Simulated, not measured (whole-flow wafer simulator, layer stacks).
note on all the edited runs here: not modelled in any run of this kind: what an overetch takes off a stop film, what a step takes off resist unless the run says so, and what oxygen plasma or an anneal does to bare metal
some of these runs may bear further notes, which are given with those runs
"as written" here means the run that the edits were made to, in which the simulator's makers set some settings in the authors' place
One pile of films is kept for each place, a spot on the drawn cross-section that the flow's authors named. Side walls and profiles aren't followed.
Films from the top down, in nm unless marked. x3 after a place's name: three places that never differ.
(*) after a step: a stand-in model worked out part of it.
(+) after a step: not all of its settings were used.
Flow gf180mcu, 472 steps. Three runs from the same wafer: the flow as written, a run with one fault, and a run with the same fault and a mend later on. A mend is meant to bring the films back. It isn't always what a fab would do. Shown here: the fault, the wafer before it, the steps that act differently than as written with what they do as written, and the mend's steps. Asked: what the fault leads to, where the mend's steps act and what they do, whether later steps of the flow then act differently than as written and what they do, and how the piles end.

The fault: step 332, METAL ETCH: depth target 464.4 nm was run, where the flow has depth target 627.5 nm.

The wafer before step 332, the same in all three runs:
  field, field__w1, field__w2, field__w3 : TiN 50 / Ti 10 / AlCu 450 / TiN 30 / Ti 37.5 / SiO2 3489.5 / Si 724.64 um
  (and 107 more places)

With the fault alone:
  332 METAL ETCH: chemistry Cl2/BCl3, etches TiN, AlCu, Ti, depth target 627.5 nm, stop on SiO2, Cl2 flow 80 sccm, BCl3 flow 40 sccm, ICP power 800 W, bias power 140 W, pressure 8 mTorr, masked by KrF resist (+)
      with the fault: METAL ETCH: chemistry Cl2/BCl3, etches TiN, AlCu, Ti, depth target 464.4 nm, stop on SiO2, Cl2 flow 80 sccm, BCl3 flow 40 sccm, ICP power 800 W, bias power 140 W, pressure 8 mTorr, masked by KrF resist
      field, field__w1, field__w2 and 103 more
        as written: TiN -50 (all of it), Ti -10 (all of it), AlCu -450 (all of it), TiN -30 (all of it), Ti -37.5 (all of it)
        with the fault: TiN -50 (all of it), Ti -10 (all of it), AlCu -404.4
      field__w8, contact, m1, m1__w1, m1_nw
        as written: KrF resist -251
        with the fault: KrF resist -185.8
  Later steps of the flow that act differently than as written:
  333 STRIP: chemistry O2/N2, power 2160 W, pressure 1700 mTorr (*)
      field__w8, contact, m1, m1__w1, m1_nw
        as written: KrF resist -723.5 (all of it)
        with the fault: KrF resist -788.8 (all of it)
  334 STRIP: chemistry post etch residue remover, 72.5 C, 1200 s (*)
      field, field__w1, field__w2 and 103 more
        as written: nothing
        with the fault: AlCu -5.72
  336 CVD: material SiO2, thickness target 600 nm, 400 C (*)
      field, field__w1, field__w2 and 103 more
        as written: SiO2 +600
        with the fault: SiO2 +600 (new film)
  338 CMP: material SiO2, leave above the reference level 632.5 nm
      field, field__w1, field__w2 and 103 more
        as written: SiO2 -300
        with the fault: SiO2 -407.4
  At the end the piles differ from the flow's by more than 2% or 0.5 nm, whichever is larger, at field, field__w1, field__w2 and 104 more.
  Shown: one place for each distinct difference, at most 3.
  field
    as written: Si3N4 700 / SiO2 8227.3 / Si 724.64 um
    with the fault: Si3N4 700 / SiO2 4630.4 / AlCu 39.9 / TiN 30 / Ti 37.5 / SiO2 3489.5 / Si 724.64 um
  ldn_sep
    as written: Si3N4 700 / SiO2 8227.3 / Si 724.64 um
    with the fault: Si3N4 700 / SiO2 4630.4 / AlCu 39.9 / TiN 30 / Ti 37.5 / SiO2 3489.4 / Si 724.64 um
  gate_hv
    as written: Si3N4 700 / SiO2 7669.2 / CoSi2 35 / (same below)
    with the fault: Si3N4 700 / SiO2 4630.4 / AlCu 39.9 / TiN 30 / Ti 37.5 / SiO2 2931.3 / CoSi2 35 / (same below)

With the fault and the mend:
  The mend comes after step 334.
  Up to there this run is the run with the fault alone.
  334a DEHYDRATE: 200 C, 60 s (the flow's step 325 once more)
      changes no film at any place that is followed
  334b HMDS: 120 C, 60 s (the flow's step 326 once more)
      changes no film at any place that is followed
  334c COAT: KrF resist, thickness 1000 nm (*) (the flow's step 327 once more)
      iso_ptap_pw, iso_ntap_nw, iso_nw_fld and 33 more
        KrF resist +1000 (new film)
      field__w1, field_sub, field_sub__w1 and 15 more
        KrF resist +1002.7 (new film)
      field__w11, field__w13, p_well and 7 more
        KrF resist +1003.1 (new film)
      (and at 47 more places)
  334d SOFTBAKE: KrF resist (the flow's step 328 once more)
      changes no film at any place that is followed
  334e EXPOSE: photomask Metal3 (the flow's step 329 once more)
      changes no film at any place that is followed
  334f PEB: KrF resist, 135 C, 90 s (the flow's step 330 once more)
      field__w1, field__w2, field__w3 and 56 more
        KrF resist -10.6
      iso_ptap_pw, iso_ntap_nw, iso_nw_fld and 33 more
        KrF resist -10.5
      gate_hv, sd_p, nw_sep_fld, polyc_n, polyc_n_rim
        KrF resist -10.7
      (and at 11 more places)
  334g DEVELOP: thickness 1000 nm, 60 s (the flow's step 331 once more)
      iso_ptap_pw, iso_ntap_nw, iso_nw_fld and 33 more
        KrF resist -989.5 (all of it)
      field_sub__w3, field_sub__w4, ld_sd_p and 10 more
        KrF resist -992.2 (all of it)
      field__w1, field_sub, field_sub__w1 and 7 more
        KrF resist -992.1 (all of it)
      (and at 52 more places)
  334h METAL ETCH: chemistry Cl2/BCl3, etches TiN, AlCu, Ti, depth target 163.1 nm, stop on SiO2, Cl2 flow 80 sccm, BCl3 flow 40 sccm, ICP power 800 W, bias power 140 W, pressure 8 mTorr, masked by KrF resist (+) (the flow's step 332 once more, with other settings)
      field, field__w1, field__w2 and 103 more
        AlCu -39.9 (all of it), TiN -30 (all of it), Ti -37.5 (all of it)
      field__w8, contact, m1, m1__w1, m1_nw
        KrF resist -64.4
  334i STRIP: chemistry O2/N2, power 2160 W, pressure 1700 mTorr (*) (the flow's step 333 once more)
      field__w8
        KrF resist -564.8 (all of it)
      contact
        KrF resist -562.8 (all of it)
      m1
        KrF resist -565.7 (all of it)
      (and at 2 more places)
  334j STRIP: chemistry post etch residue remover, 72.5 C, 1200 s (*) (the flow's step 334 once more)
      field__w8, contact, m1, m1__w1, m1_nw
        TiN -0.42
  No later step of the flow acts differently than as written, at any place that is followed, by more than 2% or 0.5 nm, whichever is larger.
  At the end the piles differ from the flow's only slightly at the places that both follow, by at most 2% or 0.5 nm, whichever is larger.
